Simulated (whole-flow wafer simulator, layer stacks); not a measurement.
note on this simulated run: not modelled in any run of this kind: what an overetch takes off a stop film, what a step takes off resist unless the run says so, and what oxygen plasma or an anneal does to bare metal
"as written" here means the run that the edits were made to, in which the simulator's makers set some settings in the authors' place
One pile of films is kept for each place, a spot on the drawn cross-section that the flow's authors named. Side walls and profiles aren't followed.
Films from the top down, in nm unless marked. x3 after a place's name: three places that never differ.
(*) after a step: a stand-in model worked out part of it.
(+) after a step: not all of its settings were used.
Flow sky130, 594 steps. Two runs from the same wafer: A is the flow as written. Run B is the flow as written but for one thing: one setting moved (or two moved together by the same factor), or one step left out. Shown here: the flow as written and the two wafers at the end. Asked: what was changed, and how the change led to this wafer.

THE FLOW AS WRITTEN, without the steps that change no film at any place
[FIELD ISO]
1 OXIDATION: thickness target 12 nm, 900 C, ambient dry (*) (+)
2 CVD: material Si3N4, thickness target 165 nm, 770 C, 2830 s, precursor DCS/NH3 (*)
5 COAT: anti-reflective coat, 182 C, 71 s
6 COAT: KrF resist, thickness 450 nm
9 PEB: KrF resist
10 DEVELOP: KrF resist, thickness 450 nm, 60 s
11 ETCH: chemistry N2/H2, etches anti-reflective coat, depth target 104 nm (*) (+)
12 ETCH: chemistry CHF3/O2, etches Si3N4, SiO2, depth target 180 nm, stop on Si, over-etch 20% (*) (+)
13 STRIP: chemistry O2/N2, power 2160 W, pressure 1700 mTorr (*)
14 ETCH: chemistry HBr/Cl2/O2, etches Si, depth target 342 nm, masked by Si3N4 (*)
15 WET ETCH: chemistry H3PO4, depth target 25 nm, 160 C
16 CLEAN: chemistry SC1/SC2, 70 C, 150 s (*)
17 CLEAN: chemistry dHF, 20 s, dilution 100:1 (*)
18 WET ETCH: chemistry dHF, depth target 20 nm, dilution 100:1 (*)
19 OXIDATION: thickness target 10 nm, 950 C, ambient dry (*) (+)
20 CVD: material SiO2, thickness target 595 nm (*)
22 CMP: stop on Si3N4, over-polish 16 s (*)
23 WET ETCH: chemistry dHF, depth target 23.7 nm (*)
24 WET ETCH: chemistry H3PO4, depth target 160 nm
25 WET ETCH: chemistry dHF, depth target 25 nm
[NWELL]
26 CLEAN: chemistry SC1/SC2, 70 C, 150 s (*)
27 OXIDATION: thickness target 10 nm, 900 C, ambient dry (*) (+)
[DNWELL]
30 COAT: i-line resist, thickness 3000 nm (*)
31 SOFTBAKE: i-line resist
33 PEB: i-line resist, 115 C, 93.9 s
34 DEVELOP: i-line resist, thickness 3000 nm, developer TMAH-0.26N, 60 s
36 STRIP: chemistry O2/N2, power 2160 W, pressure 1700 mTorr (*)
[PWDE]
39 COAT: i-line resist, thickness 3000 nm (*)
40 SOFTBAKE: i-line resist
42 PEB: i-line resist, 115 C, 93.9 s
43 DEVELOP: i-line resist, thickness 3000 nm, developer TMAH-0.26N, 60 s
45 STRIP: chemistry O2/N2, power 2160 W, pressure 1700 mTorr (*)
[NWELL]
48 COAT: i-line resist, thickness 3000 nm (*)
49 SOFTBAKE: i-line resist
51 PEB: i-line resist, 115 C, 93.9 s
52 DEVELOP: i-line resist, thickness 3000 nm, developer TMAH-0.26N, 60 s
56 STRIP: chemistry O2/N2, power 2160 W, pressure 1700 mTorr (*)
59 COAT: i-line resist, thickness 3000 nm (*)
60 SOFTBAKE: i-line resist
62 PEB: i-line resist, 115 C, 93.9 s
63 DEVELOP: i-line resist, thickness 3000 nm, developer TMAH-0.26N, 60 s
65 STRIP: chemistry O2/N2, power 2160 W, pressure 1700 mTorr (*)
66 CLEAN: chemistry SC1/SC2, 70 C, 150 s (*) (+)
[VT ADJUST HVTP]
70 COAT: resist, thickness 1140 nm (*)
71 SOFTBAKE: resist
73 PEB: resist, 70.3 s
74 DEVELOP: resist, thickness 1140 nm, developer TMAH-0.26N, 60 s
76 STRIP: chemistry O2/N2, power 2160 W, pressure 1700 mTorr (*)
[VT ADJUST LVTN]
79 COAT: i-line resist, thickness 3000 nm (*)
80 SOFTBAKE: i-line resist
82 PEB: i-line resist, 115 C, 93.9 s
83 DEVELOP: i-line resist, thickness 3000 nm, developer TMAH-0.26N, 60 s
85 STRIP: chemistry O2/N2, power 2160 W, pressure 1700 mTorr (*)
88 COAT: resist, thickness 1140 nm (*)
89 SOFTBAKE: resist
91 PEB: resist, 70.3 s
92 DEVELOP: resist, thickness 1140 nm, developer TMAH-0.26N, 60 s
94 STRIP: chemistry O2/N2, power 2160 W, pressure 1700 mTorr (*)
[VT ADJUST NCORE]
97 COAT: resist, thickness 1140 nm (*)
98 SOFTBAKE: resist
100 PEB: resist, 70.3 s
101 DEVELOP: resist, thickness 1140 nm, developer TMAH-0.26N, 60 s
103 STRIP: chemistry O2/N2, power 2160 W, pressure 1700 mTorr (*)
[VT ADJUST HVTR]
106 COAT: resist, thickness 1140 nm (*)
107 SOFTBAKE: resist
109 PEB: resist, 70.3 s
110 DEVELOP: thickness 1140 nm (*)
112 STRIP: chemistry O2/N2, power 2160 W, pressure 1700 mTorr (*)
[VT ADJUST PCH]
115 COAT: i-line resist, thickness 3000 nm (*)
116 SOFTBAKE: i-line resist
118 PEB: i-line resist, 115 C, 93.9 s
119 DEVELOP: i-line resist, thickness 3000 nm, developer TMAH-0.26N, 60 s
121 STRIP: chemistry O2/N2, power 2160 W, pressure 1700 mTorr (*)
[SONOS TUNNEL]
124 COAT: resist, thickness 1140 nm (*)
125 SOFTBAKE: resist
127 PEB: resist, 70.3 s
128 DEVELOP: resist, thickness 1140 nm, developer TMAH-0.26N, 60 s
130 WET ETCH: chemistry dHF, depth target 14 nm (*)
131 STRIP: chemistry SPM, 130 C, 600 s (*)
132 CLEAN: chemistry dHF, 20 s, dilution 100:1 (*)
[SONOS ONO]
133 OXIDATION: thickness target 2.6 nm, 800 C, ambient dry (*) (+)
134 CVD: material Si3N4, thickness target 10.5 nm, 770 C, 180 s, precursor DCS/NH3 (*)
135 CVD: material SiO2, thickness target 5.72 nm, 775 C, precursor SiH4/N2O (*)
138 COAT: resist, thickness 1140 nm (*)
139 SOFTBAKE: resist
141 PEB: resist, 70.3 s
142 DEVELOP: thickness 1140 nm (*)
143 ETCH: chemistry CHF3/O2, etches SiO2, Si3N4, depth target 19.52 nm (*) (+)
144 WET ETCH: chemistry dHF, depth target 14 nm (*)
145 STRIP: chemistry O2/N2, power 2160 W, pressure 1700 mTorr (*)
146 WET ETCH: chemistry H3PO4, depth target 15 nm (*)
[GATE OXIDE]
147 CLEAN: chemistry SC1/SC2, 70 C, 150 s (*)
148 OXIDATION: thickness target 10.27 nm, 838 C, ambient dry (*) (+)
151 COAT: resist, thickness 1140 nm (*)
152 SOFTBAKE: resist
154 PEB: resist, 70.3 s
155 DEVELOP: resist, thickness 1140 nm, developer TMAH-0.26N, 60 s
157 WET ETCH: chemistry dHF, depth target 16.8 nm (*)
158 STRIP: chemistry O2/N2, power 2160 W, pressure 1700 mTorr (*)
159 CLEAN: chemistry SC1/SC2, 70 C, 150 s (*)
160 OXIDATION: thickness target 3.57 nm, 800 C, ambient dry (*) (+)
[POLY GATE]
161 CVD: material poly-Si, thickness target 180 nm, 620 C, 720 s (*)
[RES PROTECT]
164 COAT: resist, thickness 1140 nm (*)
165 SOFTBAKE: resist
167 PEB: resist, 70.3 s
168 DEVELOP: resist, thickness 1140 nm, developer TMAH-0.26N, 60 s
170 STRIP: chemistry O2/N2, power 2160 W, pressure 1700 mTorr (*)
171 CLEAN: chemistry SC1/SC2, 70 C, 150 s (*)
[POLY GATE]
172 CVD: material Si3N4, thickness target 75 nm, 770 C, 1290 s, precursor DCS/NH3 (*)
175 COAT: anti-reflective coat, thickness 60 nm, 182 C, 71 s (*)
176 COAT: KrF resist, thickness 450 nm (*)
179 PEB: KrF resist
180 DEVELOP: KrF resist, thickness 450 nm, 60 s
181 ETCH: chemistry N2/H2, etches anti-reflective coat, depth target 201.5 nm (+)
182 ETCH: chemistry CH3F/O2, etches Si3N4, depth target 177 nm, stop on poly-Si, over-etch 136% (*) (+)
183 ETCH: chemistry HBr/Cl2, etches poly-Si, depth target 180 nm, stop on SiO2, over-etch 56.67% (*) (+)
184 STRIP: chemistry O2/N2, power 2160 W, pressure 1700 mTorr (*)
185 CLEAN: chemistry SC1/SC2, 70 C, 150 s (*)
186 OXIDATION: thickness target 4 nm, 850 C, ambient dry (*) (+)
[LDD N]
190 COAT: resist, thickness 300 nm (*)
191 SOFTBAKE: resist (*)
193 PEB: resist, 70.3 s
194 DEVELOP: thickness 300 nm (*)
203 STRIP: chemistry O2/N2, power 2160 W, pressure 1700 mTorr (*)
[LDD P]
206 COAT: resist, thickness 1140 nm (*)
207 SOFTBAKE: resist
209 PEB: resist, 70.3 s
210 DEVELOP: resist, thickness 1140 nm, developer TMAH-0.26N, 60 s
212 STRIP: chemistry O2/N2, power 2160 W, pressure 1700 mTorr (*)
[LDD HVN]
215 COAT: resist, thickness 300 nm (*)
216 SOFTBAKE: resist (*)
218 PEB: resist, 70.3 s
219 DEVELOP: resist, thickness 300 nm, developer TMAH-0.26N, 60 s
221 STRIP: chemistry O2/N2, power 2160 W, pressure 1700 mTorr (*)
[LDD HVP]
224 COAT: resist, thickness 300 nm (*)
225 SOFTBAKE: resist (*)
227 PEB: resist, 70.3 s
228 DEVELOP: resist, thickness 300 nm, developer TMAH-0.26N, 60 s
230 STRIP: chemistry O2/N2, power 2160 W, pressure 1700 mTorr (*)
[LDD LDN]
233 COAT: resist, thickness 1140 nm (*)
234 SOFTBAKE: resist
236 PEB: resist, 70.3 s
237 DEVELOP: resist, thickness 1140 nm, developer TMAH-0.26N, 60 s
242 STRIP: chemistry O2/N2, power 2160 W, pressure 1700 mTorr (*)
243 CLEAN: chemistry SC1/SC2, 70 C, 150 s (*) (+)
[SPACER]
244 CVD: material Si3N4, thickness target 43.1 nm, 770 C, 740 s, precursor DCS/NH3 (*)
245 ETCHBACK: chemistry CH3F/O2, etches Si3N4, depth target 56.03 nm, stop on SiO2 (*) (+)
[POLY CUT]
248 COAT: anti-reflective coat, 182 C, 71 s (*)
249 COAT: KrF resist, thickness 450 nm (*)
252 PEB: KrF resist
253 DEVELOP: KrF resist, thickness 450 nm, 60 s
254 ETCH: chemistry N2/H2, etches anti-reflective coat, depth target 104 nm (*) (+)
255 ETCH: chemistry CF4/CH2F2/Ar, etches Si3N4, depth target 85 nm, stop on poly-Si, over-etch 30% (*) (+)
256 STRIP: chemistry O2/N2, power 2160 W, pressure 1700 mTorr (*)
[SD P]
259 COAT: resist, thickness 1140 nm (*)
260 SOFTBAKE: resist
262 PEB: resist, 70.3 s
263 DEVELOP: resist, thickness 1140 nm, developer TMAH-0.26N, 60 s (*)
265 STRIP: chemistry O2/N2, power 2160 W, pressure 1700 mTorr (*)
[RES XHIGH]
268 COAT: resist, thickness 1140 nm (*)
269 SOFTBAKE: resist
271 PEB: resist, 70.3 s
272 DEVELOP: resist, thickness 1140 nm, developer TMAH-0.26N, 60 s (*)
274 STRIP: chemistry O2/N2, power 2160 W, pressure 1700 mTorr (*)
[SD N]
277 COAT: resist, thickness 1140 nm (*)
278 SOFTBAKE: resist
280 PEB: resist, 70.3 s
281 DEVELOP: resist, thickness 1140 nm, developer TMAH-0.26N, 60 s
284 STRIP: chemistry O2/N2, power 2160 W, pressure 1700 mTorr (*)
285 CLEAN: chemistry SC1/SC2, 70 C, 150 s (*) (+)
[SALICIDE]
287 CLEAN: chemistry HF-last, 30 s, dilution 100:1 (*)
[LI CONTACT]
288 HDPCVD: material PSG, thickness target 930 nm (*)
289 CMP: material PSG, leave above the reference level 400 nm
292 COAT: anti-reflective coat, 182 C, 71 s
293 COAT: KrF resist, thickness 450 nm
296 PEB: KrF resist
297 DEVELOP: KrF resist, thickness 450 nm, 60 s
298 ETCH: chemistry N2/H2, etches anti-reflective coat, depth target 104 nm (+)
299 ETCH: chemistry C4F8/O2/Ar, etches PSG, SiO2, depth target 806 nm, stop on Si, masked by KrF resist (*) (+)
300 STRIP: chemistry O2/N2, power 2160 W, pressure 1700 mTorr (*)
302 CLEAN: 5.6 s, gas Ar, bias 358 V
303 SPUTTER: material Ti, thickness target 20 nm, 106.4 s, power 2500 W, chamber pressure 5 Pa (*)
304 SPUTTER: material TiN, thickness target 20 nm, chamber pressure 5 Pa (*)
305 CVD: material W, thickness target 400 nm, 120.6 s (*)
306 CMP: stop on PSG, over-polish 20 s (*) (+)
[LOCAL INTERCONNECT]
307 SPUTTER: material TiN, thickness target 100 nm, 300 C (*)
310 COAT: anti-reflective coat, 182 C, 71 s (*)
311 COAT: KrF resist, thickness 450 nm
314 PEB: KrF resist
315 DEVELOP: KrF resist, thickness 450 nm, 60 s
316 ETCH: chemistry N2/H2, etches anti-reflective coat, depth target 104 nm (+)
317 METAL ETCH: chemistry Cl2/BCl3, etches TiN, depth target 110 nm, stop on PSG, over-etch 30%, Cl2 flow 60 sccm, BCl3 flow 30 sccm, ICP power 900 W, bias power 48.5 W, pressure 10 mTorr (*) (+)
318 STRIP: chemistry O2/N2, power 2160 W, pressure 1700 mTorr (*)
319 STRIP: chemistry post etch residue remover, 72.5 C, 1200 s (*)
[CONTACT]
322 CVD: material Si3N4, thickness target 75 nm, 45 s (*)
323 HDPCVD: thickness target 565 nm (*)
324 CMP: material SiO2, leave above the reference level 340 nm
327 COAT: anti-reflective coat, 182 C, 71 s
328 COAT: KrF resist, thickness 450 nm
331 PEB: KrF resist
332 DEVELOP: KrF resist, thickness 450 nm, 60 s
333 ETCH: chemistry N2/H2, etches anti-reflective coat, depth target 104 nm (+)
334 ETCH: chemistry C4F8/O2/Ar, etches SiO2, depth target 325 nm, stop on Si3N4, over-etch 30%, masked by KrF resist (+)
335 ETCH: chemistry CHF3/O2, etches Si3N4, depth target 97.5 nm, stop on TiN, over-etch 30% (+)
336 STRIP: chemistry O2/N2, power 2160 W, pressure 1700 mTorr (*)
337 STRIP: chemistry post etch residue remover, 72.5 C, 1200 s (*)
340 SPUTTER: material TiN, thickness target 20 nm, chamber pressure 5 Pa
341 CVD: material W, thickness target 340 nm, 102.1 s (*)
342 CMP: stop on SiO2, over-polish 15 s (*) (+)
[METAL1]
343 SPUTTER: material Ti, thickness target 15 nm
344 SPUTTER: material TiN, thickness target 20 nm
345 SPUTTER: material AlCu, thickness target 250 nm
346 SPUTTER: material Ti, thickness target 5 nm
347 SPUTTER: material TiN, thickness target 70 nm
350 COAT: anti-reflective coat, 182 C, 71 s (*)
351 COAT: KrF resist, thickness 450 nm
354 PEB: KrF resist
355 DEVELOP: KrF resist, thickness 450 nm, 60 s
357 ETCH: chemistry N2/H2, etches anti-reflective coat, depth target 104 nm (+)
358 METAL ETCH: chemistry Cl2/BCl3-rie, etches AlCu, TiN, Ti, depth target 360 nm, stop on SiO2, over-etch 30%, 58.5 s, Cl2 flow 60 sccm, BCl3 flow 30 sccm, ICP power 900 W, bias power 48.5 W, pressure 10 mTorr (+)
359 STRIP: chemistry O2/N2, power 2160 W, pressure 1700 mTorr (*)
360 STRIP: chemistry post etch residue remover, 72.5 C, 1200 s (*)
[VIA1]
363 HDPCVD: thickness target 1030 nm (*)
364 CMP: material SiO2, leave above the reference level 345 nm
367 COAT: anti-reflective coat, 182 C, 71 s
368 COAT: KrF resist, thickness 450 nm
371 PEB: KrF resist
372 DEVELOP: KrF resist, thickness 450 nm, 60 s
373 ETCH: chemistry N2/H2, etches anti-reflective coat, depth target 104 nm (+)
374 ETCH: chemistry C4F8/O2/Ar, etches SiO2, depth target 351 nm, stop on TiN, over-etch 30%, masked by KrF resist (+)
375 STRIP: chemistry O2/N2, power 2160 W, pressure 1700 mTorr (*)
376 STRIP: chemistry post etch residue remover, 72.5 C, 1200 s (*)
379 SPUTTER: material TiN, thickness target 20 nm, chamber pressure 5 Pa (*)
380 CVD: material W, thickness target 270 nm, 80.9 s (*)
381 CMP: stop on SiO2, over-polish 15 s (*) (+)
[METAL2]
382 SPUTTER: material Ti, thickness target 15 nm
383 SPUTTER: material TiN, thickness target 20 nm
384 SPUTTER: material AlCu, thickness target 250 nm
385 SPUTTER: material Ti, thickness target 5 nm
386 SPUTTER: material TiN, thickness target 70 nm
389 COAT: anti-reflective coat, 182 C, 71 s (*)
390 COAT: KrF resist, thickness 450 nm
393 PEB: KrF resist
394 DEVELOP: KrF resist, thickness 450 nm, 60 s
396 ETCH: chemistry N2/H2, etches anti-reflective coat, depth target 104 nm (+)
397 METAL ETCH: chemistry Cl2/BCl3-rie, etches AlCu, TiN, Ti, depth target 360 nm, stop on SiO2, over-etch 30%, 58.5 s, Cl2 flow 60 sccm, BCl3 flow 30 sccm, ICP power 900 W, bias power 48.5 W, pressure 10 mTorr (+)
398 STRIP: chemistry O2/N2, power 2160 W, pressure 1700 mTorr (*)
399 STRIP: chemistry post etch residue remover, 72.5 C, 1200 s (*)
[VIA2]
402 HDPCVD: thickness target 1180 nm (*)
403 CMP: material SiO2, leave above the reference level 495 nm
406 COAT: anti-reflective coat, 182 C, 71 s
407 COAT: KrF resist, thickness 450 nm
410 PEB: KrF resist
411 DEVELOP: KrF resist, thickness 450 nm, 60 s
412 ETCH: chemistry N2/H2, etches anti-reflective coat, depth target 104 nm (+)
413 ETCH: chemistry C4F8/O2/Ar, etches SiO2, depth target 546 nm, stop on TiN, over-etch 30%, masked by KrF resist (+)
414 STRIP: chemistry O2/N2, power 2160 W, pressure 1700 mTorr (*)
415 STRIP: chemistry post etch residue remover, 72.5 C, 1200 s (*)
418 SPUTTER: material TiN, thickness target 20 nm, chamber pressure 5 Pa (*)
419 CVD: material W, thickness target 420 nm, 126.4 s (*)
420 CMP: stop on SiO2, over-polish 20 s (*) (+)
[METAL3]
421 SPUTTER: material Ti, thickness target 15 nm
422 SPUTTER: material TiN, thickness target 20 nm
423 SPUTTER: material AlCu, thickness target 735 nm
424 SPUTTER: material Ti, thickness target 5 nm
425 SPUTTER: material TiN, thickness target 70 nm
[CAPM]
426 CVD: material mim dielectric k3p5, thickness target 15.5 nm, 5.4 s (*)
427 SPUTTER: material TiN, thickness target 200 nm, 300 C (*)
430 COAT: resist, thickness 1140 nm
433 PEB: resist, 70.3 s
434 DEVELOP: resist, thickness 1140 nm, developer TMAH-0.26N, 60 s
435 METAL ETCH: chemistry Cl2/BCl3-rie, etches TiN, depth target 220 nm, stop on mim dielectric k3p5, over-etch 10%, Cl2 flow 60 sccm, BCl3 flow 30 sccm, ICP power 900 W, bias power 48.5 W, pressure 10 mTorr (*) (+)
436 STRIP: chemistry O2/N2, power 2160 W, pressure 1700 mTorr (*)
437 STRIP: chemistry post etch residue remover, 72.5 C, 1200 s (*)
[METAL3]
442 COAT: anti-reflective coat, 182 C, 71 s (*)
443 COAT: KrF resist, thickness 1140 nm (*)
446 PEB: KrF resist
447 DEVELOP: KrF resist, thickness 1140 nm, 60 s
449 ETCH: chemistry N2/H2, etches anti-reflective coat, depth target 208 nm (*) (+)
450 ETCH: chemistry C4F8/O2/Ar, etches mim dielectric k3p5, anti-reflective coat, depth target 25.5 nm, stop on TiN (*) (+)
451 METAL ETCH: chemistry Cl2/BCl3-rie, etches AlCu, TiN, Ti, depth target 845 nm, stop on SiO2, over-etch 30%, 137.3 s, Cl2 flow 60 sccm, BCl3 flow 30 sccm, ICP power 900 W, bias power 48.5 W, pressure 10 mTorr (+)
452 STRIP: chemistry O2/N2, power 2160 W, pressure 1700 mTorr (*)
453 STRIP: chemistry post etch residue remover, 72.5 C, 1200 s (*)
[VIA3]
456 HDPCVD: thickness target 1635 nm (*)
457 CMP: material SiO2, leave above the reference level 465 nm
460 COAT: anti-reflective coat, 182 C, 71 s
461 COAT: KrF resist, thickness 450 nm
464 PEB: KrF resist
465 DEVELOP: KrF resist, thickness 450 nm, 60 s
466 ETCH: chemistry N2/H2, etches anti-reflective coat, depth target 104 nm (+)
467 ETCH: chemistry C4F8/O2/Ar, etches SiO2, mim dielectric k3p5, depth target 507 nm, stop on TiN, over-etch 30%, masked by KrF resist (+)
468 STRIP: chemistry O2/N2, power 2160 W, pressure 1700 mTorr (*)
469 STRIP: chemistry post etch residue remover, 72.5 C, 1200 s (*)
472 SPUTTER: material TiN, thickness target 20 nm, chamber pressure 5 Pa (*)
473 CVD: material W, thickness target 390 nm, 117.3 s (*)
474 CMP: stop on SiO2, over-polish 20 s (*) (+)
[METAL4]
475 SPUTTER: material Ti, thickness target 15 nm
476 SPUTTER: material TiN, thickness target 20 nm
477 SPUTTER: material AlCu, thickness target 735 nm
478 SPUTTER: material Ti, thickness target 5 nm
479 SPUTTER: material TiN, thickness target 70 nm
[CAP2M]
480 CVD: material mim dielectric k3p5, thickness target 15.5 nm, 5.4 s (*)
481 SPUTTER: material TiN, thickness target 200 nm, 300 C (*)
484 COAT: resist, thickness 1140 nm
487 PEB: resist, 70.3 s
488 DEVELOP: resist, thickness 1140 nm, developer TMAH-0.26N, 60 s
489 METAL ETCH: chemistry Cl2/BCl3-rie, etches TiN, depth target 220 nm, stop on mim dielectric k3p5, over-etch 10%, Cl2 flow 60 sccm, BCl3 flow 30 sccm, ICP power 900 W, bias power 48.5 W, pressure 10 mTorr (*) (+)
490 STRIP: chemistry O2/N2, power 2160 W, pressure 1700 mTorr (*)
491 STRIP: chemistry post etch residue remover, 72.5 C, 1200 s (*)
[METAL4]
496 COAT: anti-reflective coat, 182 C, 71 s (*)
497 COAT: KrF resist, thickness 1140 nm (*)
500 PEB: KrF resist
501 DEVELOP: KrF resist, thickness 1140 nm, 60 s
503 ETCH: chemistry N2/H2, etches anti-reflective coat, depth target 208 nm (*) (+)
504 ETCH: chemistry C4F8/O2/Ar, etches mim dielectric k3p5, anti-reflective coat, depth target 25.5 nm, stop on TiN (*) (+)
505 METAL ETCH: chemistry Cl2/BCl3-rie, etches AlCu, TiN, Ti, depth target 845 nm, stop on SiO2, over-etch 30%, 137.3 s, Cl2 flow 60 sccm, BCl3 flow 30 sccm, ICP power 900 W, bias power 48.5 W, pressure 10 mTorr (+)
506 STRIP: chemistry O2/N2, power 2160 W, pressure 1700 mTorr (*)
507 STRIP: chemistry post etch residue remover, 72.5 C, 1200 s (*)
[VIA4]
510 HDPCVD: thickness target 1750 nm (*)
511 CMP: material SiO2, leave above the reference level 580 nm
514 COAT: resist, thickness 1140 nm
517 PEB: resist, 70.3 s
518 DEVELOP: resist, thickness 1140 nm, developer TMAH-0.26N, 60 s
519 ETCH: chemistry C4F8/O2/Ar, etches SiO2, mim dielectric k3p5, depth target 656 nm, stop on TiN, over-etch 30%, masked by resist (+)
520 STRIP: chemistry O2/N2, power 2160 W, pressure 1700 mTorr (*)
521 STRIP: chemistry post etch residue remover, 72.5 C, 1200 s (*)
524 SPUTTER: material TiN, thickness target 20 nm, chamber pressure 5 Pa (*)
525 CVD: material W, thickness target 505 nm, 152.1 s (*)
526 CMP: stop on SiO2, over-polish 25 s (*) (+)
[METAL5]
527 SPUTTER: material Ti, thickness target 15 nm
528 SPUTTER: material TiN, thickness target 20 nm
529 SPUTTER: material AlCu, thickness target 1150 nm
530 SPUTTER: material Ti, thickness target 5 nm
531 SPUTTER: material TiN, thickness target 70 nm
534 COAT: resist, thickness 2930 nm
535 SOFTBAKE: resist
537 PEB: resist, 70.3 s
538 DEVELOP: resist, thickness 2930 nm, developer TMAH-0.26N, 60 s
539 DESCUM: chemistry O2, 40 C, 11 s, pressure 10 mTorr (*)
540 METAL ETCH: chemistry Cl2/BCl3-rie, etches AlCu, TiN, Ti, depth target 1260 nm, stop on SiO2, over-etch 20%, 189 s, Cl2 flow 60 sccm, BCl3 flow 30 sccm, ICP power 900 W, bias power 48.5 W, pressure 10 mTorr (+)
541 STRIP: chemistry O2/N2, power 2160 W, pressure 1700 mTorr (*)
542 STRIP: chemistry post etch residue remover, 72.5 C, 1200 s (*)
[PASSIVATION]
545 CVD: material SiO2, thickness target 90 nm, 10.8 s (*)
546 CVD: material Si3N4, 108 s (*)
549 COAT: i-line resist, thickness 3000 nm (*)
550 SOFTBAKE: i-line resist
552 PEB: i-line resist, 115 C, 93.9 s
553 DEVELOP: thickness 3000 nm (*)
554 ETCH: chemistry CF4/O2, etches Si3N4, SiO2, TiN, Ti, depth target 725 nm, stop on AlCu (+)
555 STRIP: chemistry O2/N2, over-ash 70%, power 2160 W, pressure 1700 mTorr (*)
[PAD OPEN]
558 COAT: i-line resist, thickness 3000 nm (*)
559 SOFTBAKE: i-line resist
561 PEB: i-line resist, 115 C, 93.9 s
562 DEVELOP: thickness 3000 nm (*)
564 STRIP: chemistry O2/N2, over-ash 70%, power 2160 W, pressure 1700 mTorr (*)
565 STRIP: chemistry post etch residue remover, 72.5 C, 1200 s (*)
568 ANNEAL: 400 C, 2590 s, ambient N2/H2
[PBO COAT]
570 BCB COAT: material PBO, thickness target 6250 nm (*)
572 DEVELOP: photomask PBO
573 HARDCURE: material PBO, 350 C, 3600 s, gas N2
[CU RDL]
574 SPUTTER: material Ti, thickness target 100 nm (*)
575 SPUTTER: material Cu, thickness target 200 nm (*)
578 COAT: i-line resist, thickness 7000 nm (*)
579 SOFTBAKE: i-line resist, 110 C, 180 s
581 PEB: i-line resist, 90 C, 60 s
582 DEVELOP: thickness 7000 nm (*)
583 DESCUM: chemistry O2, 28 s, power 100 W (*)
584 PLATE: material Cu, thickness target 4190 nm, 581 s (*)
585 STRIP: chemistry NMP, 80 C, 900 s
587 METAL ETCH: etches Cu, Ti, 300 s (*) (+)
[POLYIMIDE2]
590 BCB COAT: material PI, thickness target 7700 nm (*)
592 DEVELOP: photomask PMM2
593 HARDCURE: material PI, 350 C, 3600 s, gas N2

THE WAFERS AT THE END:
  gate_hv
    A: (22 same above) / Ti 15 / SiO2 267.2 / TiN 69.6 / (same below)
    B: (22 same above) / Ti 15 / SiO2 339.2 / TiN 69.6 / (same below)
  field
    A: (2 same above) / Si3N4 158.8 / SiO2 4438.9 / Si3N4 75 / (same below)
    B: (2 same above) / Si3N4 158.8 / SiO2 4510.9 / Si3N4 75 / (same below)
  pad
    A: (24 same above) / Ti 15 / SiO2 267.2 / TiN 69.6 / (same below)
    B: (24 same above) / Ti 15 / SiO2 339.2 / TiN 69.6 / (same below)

The cause: step 364, CMP: leave above the reference level 417 nm was run, where the flow has leave above the reference level 345 nm.

How the change led to this, step by step:
  364 CMP: material SiO2, leave above the reference level 345 nm
      n_well, p_well, gate_hv and 100 more: A SiO2 -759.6 | B SiO2 -687.6
      field, active, gate and 81 more: A SiO2 -389.1 | B SiO2 -317.1
      (and at 4 more places)
  374 ETCH: chemistry C4F8/O2/Ar, etches SiO2, depth target 351 nm, stop on TiN, over-etch 30%, masked by KrF resist (+)
      m1, via1_hole: A SiO2 -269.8 (all of it) | B SiO2 -341.8 (all of it)
  379 SPUTTER: material TiN, thickness target 20 nm, chamber pressure 5 Pa (*)
      m1: A TiN +11 | B TiN +9.69
      via1_hole: A TiN +10.9 | B TiN +9.67
  380 CVD: material W, thickness target 270 nm, 80.9 s (*)
      m1, via1_hole: A W +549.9 (new film) | B W +623.2 (new film)
